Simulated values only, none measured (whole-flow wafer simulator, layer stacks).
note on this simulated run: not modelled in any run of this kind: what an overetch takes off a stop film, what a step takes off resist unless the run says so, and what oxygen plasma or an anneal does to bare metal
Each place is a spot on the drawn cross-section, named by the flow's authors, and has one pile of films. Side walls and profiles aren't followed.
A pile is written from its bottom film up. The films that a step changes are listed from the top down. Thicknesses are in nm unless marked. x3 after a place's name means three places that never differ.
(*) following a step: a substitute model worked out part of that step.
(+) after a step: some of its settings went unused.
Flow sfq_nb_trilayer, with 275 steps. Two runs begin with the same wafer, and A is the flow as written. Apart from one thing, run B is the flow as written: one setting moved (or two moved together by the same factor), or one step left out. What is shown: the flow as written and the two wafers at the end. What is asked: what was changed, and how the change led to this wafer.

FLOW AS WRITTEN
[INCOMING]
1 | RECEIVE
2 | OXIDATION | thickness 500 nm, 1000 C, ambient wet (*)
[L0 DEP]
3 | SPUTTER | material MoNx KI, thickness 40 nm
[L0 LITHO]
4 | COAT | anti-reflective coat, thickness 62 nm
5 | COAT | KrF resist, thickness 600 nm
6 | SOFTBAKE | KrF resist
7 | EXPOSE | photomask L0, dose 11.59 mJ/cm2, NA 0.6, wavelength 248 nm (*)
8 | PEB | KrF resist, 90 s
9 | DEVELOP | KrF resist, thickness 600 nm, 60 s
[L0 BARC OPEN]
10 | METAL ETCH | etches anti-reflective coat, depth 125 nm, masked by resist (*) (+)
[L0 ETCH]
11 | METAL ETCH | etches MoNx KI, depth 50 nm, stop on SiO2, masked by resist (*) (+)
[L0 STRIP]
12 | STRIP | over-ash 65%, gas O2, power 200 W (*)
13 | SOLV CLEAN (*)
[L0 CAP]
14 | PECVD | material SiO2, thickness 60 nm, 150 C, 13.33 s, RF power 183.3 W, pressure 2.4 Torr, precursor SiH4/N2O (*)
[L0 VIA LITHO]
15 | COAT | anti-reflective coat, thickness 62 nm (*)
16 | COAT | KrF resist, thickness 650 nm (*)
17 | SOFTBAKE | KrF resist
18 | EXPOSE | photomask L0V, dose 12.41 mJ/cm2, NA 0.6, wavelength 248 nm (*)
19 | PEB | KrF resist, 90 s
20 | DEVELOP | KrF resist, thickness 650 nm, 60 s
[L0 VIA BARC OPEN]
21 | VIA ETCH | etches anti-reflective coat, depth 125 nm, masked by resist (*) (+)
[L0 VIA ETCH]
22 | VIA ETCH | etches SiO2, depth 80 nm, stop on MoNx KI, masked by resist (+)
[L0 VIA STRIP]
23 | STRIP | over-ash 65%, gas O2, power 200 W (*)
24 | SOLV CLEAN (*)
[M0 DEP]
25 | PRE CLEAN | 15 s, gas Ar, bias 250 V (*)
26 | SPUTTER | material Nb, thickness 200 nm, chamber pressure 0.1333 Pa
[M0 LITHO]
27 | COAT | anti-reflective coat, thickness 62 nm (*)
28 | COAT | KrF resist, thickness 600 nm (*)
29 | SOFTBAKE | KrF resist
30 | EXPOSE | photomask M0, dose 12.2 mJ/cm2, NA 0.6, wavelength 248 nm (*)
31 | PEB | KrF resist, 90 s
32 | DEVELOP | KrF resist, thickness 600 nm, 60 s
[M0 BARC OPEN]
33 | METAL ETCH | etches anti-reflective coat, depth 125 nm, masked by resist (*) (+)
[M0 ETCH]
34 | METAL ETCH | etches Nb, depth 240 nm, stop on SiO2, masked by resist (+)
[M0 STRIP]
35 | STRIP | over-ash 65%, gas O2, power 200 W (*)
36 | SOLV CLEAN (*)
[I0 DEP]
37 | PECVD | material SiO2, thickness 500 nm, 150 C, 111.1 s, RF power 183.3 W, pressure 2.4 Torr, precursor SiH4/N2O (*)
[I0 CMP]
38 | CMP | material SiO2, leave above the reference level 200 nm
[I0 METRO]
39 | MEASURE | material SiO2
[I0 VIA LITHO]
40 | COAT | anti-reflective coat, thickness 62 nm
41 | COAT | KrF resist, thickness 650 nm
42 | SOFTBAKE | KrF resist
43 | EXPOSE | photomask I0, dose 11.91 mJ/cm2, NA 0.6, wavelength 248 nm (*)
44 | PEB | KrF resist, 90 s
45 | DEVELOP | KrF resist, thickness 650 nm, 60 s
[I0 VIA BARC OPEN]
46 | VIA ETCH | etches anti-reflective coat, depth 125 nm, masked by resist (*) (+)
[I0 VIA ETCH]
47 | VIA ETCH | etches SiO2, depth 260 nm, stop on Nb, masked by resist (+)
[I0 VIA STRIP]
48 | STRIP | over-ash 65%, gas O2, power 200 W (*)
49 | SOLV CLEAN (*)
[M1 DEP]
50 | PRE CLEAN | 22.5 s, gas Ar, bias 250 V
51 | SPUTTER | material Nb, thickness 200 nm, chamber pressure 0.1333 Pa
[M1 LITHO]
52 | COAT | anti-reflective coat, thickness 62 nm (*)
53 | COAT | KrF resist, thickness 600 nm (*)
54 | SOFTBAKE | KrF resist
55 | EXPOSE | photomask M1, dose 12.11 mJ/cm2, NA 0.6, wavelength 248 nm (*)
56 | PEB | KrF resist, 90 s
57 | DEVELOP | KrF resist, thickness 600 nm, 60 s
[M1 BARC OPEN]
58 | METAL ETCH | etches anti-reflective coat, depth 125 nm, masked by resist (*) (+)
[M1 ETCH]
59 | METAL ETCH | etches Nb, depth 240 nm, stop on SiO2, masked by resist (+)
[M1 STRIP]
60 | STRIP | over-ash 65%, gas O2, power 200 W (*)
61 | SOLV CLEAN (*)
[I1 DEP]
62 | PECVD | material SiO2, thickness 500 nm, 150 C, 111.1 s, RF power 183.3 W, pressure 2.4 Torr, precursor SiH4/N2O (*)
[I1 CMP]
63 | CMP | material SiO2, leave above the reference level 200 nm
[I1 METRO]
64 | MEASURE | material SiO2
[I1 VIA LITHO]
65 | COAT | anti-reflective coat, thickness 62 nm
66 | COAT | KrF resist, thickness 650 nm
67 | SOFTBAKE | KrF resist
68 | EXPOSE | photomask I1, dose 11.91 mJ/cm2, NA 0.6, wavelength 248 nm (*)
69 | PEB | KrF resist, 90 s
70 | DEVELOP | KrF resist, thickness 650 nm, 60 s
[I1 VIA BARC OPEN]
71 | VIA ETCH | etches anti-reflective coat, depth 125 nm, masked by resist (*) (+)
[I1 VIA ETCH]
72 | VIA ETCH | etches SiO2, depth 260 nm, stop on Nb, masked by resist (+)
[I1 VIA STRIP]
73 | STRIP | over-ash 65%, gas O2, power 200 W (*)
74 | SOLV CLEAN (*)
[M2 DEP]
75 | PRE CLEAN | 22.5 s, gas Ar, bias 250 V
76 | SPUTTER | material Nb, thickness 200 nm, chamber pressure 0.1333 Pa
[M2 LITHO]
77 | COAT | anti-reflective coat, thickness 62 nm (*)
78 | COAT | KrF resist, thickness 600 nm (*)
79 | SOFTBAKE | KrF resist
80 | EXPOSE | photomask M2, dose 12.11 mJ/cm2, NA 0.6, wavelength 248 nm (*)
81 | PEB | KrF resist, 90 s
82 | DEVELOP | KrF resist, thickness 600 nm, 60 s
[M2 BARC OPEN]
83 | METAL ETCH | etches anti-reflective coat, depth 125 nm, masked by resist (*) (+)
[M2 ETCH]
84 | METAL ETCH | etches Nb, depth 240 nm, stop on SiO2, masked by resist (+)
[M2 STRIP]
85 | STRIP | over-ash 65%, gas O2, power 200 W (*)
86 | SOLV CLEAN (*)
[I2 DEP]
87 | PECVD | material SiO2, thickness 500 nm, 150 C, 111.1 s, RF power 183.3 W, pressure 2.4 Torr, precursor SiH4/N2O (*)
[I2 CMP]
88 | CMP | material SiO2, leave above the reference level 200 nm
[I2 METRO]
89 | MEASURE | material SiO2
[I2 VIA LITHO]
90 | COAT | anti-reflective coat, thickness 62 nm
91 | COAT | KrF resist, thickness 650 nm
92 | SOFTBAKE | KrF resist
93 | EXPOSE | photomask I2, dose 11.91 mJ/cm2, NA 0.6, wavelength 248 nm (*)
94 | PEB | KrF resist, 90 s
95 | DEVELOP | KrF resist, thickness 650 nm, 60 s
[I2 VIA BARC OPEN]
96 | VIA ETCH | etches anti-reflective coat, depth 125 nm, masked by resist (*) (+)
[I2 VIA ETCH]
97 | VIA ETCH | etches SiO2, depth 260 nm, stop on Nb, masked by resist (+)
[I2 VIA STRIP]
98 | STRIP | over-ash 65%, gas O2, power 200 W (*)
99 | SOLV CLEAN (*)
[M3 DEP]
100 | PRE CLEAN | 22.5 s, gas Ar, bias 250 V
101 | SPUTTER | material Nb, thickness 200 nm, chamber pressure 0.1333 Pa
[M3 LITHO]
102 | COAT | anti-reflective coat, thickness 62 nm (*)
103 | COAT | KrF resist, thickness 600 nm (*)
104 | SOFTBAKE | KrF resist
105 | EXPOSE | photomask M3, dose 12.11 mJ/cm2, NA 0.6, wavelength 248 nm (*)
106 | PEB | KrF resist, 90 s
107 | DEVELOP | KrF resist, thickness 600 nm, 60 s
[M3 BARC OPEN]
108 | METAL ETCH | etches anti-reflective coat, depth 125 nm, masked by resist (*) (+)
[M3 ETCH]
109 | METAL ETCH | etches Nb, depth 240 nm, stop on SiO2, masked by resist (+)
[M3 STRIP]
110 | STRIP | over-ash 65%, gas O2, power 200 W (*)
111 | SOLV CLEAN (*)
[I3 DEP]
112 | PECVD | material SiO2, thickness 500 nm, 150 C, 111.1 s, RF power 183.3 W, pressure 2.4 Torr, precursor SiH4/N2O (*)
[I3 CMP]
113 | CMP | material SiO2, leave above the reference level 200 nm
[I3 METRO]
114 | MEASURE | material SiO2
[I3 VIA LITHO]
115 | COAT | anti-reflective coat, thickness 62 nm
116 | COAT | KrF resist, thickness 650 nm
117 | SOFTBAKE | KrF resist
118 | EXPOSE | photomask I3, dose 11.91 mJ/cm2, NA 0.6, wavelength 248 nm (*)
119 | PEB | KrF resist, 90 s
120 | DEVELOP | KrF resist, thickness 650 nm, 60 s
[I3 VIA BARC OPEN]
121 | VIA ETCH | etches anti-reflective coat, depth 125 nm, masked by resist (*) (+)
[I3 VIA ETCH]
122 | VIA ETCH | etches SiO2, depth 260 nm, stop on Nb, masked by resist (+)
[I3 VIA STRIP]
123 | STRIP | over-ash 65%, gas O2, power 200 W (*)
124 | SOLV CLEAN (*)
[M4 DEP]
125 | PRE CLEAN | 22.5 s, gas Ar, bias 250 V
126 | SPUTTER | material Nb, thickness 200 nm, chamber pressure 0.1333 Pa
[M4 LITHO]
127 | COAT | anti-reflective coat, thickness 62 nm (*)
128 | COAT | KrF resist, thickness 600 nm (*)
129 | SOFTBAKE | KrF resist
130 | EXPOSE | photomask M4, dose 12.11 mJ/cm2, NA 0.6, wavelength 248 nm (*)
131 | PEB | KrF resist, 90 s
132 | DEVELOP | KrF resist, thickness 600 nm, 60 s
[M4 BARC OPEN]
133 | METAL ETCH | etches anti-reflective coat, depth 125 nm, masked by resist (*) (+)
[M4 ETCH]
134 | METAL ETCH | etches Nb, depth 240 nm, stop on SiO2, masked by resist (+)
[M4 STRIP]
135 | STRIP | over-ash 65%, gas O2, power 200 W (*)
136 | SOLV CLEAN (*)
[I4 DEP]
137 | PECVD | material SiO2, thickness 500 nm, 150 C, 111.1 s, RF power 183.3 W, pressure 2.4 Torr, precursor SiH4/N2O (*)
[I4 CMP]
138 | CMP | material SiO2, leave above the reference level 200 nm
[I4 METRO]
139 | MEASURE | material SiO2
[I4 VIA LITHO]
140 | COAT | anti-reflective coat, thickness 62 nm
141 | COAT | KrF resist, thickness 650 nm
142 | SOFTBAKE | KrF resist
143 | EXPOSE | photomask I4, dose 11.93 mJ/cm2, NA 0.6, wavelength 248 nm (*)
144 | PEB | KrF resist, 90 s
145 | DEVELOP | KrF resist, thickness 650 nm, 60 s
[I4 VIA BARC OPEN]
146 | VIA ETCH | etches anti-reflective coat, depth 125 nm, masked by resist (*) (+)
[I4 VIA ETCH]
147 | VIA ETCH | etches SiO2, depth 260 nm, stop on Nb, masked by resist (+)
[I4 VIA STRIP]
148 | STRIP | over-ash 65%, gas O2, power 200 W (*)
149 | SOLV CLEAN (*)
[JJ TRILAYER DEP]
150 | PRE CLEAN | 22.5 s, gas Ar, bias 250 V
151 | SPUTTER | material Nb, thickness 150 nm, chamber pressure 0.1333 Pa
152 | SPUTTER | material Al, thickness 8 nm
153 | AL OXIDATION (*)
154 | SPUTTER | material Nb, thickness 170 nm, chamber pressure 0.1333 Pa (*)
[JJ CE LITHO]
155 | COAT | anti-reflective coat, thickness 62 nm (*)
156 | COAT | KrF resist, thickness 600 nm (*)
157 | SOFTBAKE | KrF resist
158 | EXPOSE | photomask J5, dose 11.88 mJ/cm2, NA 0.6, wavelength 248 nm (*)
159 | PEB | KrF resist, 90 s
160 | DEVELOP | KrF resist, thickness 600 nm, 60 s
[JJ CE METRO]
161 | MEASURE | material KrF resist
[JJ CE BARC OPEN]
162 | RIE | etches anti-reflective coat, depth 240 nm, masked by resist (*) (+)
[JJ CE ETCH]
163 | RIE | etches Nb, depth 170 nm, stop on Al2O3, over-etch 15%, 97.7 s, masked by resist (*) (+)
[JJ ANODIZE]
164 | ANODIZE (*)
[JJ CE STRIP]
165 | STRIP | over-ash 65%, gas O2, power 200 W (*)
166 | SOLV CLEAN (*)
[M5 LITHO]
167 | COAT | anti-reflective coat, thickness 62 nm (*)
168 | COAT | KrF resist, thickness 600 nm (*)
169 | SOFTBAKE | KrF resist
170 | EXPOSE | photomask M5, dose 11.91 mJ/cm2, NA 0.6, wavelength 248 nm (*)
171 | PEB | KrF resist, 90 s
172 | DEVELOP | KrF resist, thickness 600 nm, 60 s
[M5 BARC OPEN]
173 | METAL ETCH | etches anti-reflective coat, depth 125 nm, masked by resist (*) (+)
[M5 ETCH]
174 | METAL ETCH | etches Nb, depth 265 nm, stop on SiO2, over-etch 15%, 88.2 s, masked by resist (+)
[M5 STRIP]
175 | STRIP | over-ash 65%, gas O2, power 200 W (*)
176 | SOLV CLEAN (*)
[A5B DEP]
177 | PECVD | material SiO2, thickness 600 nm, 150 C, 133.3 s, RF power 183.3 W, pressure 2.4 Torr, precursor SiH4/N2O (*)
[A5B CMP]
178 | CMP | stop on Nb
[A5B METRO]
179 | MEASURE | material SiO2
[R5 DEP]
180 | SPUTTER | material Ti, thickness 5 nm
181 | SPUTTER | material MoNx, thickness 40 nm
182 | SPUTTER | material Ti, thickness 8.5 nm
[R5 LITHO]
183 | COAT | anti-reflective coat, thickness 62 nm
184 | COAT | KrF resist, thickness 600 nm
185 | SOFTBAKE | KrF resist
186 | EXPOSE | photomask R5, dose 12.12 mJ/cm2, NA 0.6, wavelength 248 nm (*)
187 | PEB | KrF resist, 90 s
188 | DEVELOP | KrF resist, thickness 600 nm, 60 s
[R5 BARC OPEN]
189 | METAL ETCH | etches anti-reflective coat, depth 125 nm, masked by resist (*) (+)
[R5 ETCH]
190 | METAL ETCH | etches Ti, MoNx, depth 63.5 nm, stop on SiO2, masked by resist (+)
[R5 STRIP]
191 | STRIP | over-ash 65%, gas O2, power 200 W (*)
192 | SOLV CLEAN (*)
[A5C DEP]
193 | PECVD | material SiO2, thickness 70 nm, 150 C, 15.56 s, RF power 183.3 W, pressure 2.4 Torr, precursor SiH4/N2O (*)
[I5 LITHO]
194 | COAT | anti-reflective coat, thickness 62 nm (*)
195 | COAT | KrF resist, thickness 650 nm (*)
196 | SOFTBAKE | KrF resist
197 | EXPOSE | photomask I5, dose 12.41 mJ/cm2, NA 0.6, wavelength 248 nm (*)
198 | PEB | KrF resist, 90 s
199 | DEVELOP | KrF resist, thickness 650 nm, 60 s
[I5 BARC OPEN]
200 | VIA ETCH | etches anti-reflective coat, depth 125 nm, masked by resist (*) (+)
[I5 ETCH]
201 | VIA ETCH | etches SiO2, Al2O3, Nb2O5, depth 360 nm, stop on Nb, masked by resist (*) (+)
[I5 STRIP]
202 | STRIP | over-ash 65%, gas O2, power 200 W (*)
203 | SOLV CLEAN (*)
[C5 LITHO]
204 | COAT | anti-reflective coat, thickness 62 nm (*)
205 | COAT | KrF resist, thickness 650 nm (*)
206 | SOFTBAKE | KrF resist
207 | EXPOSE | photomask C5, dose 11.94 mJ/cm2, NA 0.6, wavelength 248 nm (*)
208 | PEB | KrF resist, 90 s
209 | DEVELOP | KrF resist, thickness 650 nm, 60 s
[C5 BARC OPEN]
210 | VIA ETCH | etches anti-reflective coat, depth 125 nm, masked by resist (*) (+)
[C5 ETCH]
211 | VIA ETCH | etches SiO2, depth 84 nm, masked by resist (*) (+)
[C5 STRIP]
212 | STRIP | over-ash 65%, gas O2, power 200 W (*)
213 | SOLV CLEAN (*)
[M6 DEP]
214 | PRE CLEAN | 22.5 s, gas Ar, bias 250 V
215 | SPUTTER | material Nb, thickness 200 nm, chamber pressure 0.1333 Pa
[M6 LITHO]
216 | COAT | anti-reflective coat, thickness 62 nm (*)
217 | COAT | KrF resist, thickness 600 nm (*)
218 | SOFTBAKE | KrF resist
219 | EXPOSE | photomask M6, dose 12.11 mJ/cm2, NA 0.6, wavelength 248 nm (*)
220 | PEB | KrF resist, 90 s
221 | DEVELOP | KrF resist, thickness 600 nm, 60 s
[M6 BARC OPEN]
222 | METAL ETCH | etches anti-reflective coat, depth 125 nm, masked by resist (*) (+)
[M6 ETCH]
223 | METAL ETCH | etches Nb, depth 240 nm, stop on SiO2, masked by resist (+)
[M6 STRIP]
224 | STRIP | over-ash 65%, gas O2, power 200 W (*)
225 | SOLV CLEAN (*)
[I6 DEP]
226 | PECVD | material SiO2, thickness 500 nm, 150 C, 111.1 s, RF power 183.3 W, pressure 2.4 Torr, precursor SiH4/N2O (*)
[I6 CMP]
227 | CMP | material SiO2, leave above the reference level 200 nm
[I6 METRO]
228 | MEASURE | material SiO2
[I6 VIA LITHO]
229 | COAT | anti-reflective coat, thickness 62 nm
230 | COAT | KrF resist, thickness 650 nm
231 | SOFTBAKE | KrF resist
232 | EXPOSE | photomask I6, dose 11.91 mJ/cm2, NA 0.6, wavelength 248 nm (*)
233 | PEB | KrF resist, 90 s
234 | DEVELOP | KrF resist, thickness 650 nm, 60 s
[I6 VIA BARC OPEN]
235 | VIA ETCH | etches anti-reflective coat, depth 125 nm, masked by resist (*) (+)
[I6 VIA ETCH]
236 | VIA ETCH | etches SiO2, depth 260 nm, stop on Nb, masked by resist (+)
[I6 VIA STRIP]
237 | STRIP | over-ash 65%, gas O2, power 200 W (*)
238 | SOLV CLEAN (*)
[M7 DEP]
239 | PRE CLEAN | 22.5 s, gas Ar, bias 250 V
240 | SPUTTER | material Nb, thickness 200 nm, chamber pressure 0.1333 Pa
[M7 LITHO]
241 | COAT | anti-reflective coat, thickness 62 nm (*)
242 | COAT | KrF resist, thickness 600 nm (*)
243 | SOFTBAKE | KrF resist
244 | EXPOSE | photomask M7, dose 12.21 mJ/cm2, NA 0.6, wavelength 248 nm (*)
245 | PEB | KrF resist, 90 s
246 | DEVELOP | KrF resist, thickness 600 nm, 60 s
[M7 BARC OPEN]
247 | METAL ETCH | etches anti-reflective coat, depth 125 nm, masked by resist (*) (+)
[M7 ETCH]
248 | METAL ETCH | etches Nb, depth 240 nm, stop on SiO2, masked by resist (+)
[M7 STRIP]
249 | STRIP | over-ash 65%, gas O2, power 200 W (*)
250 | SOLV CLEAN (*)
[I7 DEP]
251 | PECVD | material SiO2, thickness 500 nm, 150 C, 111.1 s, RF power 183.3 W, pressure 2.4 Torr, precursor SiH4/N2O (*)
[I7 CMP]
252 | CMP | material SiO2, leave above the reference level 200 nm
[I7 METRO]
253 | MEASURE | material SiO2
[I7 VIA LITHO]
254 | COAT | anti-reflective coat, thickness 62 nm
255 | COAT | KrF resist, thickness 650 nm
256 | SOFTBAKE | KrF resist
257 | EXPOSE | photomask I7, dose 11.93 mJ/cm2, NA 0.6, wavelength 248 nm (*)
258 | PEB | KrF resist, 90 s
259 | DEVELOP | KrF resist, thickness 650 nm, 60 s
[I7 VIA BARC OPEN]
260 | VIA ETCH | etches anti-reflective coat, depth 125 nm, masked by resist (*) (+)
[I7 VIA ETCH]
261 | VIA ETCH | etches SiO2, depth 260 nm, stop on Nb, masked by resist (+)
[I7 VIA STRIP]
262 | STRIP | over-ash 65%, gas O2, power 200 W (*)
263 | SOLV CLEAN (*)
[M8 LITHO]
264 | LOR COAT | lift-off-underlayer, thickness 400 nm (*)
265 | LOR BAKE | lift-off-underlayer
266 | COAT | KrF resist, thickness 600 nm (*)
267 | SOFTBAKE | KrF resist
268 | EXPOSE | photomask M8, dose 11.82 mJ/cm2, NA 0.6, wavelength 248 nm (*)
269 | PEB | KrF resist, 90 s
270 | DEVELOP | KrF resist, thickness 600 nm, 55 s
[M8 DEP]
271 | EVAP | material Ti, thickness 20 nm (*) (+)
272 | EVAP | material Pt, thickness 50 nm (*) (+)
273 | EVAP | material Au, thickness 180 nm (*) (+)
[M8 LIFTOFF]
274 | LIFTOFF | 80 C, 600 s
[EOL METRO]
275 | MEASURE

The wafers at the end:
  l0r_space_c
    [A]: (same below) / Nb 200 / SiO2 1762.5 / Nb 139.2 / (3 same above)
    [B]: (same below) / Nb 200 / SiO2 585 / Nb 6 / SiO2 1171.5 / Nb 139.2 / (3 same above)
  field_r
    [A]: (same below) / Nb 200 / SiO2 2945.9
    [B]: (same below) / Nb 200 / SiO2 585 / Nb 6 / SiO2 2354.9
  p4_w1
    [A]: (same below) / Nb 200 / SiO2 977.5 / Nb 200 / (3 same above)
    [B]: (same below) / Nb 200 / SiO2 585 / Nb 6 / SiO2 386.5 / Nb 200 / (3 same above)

The reason: step 84, METAL ETCH: depth 194 nm was run, while the flow as written has depth 240 nm.

The path from the change to this, step by step:
  84 | METAL ETCH | etches Nb, depth 240 nm, stop on SiO2, masked by resist (+)
      field_l, be, be_sur and 81 more: A -200 Nb (all of it) | B -194 Nb
      v_sur, via_wl, via_w and 19 more: A -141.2 KrF resist | B -114.1 KrF resist
  85 | STRIP | over-ash 65%, gas O2, power 200 W (*)
      wl_j_sl, wl_jj, wl_j_sr and 12 more: A -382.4 KrF resist (all of it), -62 anti-reflective coat (all of it) | B -409.4 KrF resist (all of it), -62 anti-reflective coat (all of it)
      v_sur: A -380 KrF resist (all of it), -61.4 anti-reflective coat (all of it) | B -407.1 KrF resist (all of it), -61.4 anti-reflective coat (all of it)
      (also at 6 further places)
  87 | PECVD | material SiO2, thickness 500 nm, 150 C, 111.1 s, RF power 183.3 W, pressure 2.4 Torr, precursor SiH4/N2O (*)
      field_l, be, be_sur and 81 more: A +500 SiO2 | B +500 SiO2 (new film)
  88 | CMP | material SiO2, leave above the reference level 200 nm
      field_l, be, be_sur and 81 more: A -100 SiO2 | B -106 SiO2
If metal films that touch count as one body, l0r_space_c has 3 bodies (between them, from the top down: SiO2 1171.5; SiO2 585); the flow as written gives 2 bodies (between them, from the top down: SiO2 1762.5).
If metal films that touch count as one body, field_r has 2 bodies (between them, from the top down: SiO2 585); the flow as written gives 1 body.
If metal films that touch count as one body, p4_w1 has 4 bodies (between them, from the top down: SiO2 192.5; SiO2 386.5; SiO2 585); the flow as written gives 3 bodies (between them, from the top down: SiO2 192.5; SiO2 977.5).
